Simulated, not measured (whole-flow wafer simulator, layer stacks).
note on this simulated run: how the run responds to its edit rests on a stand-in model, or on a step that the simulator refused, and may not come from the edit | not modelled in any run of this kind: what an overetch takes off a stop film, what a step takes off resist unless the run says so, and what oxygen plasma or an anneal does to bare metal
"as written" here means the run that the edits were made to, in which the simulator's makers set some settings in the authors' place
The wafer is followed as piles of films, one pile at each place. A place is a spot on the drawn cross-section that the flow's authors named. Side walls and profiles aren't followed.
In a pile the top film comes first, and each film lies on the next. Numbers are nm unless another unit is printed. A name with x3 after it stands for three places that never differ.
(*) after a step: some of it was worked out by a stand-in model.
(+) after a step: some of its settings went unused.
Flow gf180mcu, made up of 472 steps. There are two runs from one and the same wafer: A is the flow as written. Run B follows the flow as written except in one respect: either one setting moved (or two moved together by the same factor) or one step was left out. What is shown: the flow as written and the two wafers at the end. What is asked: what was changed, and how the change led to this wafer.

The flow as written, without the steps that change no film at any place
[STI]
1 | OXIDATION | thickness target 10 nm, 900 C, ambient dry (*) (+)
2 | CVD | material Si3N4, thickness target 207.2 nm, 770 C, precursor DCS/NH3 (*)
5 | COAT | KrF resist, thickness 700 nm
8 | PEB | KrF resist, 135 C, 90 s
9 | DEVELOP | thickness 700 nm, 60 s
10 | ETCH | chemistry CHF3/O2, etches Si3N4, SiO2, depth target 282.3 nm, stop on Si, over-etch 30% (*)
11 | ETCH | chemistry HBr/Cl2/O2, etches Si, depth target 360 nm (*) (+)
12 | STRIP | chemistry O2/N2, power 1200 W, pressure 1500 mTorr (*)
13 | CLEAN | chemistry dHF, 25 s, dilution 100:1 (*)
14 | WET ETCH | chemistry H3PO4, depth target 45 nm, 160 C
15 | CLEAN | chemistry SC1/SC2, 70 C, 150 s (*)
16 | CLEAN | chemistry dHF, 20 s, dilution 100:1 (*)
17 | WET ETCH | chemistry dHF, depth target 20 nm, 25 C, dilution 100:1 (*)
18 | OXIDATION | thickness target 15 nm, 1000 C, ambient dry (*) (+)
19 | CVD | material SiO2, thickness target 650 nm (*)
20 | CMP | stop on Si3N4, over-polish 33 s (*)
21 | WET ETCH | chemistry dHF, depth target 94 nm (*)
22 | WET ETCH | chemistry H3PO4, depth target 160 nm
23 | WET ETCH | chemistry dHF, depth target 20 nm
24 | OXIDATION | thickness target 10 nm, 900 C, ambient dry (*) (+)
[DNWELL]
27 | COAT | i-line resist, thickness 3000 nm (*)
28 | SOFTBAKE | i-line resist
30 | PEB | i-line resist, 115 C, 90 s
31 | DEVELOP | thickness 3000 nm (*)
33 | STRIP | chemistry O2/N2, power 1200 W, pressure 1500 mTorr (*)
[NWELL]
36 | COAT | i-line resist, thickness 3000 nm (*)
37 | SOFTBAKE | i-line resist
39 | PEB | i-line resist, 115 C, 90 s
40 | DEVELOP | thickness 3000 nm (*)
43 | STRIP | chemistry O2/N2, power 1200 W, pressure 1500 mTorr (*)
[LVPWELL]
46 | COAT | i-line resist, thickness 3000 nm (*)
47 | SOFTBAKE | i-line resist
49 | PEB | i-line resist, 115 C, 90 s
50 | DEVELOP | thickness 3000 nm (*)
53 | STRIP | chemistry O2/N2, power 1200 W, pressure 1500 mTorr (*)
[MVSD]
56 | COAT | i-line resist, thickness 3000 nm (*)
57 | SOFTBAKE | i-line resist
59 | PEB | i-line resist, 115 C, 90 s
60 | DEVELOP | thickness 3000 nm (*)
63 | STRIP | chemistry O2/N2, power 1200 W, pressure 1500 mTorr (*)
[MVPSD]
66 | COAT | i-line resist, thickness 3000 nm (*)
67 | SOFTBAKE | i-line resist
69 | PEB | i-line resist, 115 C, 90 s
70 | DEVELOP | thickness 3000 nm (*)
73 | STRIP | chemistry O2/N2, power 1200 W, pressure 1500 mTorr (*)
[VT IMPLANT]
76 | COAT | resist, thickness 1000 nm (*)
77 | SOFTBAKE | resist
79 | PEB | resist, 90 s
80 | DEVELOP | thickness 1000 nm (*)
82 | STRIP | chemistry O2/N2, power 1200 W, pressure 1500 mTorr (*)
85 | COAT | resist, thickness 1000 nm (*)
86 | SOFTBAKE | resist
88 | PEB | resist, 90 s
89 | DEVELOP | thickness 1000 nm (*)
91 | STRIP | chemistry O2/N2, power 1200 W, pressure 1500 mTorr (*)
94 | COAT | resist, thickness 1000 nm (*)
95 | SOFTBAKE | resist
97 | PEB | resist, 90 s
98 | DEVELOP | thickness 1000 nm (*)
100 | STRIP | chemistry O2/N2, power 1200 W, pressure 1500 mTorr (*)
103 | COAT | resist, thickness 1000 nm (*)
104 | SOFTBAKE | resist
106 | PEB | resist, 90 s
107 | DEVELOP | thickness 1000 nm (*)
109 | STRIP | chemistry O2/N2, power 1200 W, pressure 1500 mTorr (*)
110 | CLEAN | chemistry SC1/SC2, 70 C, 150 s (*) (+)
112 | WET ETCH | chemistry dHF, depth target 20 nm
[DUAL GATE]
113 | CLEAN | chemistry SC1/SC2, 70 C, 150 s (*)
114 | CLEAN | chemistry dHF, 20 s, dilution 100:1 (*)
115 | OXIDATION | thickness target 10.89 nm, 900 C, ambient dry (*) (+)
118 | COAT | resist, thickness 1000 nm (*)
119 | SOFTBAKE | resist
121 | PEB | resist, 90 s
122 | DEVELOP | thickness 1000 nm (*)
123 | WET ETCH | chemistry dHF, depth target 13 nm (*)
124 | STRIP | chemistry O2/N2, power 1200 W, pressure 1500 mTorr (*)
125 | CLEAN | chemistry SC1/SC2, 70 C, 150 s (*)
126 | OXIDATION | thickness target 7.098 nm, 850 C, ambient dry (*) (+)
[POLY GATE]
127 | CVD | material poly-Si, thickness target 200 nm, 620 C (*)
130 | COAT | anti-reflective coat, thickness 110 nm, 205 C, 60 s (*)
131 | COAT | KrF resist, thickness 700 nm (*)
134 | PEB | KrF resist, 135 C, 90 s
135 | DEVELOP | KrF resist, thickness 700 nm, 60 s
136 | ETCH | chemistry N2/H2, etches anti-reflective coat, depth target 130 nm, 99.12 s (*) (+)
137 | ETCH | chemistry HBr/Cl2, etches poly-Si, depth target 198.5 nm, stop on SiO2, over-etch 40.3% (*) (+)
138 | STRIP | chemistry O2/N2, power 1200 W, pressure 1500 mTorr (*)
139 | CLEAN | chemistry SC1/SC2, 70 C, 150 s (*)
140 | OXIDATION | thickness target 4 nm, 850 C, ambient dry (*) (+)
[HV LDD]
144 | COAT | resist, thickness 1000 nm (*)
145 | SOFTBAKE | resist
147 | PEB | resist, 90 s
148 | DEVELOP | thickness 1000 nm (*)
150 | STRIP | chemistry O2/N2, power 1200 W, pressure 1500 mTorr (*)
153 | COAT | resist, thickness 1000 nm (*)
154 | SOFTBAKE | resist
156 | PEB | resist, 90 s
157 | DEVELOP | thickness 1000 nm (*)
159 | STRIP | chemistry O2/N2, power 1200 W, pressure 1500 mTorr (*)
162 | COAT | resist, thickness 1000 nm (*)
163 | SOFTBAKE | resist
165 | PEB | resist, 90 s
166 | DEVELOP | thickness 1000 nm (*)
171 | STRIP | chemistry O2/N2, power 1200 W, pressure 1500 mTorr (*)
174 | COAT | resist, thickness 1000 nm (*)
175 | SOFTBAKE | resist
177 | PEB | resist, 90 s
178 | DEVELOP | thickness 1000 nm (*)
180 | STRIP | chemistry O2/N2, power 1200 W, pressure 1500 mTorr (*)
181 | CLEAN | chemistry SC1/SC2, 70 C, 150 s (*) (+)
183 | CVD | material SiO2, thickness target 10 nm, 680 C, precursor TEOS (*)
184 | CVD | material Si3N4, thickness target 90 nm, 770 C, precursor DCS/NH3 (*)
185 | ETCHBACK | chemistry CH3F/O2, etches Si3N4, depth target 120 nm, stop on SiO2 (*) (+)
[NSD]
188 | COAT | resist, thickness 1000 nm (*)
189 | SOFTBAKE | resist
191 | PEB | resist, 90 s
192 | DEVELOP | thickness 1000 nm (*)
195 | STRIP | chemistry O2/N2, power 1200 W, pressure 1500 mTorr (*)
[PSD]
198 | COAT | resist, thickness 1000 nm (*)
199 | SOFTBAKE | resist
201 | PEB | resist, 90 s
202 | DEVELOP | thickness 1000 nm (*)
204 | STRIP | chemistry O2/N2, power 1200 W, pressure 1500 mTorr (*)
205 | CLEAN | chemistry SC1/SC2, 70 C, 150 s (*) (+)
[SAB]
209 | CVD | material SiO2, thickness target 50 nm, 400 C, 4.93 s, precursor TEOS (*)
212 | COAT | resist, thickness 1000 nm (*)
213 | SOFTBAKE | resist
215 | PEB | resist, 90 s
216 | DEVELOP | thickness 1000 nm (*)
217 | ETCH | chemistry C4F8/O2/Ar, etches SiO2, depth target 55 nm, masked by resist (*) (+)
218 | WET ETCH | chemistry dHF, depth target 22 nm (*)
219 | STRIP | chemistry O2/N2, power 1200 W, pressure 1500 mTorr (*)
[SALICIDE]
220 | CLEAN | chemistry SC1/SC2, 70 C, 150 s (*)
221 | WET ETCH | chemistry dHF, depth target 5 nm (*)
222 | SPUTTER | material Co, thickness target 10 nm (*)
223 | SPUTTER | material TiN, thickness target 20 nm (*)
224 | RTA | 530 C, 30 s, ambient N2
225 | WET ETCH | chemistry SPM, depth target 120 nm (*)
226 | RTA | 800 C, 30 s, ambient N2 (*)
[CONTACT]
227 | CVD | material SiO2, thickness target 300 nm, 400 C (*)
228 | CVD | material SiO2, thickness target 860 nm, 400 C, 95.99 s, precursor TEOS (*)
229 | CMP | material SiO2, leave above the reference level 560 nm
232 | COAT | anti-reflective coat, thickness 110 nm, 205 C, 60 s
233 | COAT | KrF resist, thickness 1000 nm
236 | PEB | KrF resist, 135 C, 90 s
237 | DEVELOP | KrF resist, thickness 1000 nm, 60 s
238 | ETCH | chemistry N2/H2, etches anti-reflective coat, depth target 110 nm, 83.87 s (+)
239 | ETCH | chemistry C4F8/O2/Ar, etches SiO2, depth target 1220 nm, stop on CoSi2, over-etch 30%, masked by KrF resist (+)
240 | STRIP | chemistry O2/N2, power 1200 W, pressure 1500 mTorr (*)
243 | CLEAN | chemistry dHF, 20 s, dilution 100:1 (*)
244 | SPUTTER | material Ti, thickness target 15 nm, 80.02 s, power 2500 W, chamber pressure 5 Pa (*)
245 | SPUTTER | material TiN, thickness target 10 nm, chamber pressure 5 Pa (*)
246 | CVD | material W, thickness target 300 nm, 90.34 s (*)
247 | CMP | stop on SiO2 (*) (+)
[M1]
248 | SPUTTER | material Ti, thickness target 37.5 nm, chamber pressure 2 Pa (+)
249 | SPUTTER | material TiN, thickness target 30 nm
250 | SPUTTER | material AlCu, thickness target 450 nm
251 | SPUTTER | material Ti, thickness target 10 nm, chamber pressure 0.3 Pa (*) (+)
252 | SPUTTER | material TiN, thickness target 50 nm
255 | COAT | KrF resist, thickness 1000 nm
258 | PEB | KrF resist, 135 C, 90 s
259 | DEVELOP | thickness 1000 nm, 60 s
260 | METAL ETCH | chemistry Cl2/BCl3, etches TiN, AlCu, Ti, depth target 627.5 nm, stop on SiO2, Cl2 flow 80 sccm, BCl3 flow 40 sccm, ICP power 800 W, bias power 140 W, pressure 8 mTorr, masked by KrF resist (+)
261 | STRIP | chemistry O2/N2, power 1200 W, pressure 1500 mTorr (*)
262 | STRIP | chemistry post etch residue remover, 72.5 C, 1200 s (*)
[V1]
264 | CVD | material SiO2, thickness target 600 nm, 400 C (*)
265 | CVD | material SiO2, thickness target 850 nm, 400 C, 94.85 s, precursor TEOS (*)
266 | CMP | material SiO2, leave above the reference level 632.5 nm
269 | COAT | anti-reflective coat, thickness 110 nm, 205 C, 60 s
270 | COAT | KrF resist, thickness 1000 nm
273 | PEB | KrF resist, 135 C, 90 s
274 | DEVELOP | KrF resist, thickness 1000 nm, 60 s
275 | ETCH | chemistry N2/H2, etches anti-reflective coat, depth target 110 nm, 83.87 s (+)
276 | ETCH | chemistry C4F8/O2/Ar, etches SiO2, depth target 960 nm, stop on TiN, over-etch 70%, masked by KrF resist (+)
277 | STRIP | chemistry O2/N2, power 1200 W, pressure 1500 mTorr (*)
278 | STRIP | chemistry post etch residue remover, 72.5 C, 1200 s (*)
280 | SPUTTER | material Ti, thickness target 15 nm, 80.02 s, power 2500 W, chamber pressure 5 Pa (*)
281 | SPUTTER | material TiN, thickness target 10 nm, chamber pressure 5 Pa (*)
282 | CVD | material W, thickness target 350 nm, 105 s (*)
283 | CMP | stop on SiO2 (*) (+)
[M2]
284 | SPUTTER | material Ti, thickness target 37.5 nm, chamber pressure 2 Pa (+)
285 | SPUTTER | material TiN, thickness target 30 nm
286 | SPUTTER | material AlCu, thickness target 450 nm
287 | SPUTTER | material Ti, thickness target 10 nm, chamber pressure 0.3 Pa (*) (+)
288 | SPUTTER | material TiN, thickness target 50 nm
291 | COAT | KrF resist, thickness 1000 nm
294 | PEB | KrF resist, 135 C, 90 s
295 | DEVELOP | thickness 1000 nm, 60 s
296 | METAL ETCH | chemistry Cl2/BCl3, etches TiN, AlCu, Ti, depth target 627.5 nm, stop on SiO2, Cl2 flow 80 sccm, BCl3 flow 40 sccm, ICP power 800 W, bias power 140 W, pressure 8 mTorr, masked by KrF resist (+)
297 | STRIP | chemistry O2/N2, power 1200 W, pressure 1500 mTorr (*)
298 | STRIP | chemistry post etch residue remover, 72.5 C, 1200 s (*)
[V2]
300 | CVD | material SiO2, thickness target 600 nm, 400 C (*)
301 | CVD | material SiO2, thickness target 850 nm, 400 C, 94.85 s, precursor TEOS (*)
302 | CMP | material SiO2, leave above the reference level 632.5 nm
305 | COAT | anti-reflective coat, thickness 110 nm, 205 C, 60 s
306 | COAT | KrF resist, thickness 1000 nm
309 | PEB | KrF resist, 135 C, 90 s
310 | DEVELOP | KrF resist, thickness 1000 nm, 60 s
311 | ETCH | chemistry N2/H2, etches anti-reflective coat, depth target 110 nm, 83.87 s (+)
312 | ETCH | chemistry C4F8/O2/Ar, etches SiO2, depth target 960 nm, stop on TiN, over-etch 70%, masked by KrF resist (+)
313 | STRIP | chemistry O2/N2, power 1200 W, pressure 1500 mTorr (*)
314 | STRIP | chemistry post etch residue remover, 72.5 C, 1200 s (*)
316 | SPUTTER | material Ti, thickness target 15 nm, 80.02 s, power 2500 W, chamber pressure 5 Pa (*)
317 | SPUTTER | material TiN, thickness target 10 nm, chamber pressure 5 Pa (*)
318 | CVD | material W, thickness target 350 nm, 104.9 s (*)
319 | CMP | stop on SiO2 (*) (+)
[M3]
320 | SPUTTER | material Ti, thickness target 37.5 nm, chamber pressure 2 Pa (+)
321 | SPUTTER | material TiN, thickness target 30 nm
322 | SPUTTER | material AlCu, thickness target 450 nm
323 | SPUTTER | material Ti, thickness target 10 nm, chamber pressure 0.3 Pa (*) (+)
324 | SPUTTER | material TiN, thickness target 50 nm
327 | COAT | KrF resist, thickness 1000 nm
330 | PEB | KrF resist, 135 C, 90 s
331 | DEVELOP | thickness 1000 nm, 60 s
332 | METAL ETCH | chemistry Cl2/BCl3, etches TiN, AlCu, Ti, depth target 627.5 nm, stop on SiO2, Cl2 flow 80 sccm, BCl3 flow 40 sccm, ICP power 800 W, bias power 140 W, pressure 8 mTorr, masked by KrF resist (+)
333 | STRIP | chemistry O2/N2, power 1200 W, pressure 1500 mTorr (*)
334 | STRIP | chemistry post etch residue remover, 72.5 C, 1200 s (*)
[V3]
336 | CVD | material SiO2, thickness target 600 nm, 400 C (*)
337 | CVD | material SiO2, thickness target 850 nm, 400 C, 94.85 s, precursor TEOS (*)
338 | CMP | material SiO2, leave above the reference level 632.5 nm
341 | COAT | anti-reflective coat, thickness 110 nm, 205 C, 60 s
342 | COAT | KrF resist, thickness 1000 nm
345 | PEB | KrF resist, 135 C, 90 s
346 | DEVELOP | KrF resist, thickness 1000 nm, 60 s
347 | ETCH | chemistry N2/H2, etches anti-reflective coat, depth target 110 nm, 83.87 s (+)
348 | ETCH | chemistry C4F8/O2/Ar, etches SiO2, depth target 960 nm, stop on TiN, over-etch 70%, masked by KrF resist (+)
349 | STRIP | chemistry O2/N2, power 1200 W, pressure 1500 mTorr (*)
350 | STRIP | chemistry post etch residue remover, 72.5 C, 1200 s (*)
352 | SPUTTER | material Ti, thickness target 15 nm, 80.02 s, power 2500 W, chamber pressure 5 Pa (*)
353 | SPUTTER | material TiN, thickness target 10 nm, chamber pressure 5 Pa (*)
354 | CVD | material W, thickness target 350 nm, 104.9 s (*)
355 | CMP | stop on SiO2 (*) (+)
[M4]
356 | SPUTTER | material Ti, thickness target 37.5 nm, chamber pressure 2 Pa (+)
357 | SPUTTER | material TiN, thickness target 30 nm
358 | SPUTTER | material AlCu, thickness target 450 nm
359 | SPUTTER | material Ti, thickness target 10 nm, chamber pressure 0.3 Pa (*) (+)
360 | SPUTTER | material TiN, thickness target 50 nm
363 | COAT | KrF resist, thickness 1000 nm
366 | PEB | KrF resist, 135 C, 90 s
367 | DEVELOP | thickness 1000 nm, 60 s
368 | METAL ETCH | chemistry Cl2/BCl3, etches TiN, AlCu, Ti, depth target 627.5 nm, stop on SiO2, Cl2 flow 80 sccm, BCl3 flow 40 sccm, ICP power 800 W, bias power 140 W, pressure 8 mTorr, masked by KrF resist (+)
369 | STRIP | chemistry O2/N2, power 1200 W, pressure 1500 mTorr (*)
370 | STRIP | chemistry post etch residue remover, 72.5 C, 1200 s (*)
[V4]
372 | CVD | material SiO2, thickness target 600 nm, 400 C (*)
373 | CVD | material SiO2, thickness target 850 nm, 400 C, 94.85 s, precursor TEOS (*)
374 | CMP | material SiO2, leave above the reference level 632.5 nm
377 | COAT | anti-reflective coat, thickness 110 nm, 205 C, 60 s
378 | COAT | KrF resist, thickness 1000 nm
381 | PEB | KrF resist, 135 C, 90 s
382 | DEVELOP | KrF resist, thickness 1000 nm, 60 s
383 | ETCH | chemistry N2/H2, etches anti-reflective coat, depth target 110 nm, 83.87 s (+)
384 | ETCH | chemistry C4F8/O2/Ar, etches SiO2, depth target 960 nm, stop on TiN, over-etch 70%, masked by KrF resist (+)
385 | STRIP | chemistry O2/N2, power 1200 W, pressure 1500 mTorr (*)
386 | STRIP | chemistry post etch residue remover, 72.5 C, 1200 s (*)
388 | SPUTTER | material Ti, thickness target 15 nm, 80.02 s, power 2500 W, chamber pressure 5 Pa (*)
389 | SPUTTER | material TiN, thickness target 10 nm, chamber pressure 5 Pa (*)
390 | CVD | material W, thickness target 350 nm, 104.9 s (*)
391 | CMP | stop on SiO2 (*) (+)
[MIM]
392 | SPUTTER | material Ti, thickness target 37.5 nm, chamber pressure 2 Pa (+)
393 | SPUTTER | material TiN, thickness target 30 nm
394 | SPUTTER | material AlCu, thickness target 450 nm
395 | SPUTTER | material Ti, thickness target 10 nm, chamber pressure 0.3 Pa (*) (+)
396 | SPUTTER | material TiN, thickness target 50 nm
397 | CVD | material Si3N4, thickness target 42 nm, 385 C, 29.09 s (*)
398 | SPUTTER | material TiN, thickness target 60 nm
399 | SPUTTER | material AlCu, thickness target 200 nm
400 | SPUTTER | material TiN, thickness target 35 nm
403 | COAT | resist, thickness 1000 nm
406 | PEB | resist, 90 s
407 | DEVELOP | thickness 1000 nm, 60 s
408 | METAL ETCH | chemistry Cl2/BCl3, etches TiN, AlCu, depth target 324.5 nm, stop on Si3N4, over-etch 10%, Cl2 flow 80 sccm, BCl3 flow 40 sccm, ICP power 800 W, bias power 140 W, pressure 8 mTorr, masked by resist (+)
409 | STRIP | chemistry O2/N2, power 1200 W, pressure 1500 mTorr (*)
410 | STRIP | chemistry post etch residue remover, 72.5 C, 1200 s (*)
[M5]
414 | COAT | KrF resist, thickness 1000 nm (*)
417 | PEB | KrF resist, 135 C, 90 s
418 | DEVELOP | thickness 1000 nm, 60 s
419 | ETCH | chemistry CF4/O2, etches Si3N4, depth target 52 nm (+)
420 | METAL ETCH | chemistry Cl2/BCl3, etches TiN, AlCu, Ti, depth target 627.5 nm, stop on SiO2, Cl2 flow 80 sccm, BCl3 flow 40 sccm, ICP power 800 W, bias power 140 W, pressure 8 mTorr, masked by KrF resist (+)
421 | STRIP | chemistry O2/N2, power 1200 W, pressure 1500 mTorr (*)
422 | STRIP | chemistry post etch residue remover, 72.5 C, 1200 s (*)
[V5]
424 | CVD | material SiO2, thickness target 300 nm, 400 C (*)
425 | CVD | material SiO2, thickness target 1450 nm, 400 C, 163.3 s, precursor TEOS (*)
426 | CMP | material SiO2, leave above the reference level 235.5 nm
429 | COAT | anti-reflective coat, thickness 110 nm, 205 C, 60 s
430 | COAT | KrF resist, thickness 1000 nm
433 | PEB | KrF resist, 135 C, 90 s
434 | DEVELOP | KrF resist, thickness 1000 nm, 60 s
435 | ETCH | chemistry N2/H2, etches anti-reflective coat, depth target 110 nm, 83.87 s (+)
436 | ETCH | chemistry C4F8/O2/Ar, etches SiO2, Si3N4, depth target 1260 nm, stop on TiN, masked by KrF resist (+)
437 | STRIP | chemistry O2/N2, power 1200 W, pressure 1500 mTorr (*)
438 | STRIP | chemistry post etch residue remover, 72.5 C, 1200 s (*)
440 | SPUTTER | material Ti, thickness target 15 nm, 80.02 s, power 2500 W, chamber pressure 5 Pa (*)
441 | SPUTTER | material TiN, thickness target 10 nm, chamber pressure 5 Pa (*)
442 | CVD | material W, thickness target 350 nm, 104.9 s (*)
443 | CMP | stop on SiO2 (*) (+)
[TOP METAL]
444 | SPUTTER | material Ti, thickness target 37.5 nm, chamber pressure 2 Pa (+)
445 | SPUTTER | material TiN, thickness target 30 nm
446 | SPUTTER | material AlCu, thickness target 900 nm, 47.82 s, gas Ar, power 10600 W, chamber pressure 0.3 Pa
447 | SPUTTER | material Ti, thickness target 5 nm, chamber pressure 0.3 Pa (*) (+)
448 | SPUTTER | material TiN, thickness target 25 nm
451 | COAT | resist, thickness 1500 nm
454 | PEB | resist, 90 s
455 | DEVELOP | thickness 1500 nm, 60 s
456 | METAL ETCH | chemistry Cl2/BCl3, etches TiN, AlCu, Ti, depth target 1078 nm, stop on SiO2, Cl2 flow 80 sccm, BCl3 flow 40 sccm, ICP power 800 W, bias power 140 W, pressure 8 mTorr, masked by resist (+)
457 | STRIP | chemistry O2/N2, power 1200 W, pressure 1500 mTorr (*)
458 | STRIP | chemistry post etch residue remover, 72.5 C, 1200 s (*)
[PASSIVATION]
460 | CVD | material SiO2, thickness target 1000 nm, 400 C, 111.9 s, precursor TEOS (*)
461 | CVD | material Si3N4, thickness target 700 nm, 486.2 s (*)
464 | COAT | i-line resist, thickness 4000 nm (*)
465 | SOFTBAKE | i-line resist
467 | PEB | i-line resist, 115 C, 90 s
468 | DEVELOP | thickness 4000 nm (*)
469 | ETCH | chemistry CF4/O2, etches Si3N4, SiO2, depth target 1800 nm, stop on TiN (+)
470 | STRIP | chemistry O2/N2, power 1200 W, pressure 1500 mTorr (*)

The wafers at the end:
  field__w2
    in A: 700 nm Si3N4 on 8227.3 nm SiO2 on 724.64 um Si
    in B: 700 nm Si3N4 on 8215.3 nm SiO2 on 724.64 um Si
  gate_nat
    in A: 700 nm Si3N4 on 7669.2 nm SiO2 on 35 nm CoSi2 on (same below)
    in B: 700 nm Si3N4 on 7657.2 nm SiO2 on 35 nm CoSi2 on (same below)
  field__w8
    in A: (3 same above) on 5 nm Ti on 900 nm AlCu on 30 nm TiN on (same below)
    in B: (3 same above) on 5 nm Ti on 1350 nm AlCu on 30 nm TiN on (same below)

What caused this: step 446, SPUTTER: thickness target 1350 nm was run, though the flow has thickness target 900 nm; step 456, METAL ETCH: depth target 1620 nm was run, where the flow has depth target 1078 nm.
One can read it off the wafer: field__w8 has AlCu 1350, and step 446 as written asks for 900 nm.

Step by step, how the change led to this:
  446 | SPUTTER | material AlCu, thickness target 900 nm, 47.82 s, gas Ar, power 10600 W, chamber pressure 0.3 Pa
      field, field__w1, field__w2 and 109 more: A +900 AlCu (new film) | B +1350 AlCu (new film)
  456 | METAL ETCH | chemistry Cl2/BCl3, etches TiN, AlCu, Ti, depth target 1078 nm, stop on SiO2, Cl2 flow 80 sccm, BCl3 flow 40 sccm, ICP power 800 W, bias power 140 W, pressure 8 mTorr, masked by resist (+)
      field, field__w1, field__w2 and 103 more: A -25 TiN (all of it), -5 Ti (all of it), -900 AlCu (all of it), -30 TiN (all of it), -37.5 Ti (all of it) | B -25 TiN (all of it), -5 Ti (all of it), -1350 AlCu (all of it), -30 TiN (all of it), -37.5 Ti (all of it)
      field__w8, contact, m1, m1__w1, pad, m1_nw: A -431 resist | B -648 resist
  457 | STRIP | chemistry O2/N2, power 1200 W, pressure 1500 mTorr (*)
      field__w8, contact, m1, m1__w1, pad, m1_nw: A -980.8 resist (all of it) | B -763.8 resist (all of it)
  464 | COAT | i-line resist, thickness 4000 nm (*)
      field__w8: A +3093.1 i-line resist (new film) | B +2704.7 i-line resist (new film)
      contact: A +3153.6 i-line resist (new film) | B +2769.4 i-line resist (new film)
      (also at 5 further places)
  465 | SOFTBAKE | i-line resist
      active_hv: A +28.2 i-line resist | B -50.1 i-line resist
      field__w11, field__w13: A +37.9 i-line resist | B +55.7 i-line resist
      (also at 65 further places)
  467 | PEB | i-line resist, 115 C, 90 s
      field__w8, m1__w1: A -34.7 i-line resist | B -27.8 i-line resist
      contact, m1: A -35.1 i-line resist | B -28.1 i-line resist
      (also at 2 further places)
  468 | DEVELOP | thickness 4000 nm (*)
      pad: A -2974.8 i-line resist (all of it) | B -2521.1 i-line resist (all of it)
  470 | STRIP | chemistry O2/N2, power 1200 W, pressure 1500 mTorr (*)
      field__w8, m1__w1: A -1787.7 i-line resist (all of it) | B -1354.4 i-line resist (all of it)
      contact: A -1811.2 i-line resist (all of it) | B -1371.7 i-line resist (all of it)
      (also at 2 further places)
